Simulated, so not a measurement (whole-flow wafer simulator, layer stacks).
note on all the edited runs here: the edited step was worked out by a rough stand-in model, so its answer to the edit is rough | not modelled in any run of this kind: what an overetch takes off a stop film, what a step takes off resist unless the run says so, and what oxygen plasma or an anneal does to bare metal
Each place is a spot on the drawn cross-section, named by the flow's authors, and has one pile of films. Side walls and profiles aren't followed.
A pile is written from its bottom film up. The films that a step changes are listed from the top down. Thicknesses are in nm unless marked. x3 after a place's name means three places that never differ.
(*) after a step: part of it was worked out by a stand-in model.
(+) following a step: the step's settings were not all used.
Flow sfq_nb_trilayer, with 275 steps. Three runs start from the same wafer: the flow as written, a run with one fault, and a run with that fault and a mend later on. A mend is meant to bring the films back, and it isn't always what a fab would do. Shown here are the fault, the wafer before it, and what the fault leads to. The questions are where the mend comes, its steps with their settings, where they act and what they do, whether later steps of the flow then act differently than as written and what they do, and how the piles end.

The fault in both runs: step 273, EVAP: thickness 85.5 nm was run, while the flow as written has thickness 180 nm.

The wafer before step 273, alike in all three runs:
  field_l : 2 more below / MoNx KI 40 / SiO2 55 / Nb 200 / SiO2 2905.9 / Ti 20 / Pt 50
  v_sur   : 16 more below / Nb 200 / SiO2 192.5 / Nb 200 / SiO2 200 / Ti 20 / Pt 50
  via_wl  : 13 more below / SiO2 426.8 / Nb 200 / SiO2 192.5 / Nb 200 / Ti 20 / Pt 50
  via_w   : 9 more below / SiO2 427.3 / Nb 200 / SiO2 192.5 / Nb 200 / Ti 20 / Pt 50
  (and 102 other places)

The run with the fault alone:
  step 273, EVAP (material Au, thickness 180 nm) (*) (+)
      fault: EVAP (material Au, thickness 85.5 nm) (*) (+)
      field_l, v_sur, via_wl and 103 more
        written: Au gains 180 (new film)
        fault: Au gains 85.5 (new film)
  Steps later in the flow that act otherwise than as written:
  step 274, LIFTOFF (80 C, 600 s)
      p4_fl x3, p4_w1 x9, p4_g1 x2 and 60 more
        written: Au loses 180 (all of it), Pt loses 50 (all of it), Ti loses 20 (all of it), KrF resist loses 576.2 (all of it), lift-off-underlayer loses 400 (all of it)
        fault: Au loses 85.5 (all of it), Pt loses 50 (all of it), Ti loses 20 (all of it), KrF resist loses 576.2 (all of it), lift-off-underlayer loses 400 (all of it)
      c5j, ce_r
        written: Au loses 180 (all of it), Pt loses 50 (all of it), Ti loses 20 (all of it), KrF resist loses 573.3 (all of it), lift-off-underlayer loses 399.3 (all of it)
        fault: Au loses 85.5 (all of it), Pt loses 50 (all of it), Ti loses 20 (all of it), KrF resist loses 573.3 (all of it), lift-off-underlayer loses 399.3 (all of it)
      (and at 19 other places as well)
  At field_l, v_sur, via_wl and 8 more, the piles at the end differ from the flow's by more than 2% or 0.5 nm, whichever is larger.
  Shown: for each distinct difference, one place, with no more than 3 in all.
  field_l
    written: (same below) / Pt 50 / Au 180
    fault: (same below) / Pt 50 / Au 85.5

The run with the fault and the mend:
  The mend follows step 273.
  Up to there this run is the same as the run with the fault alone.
  step 273a, EVAP (material Au, thickness 94.5 nm) (*) (+) (a further turn of the flow's step 273, with different settings)
      field_l, v_sur, via_wl and 103 more
        Au gains 94.5
  None of the later steps of the flow acts differently than as written at any place that is followed.
  The piles end the same as the flow's at every place that both follow.
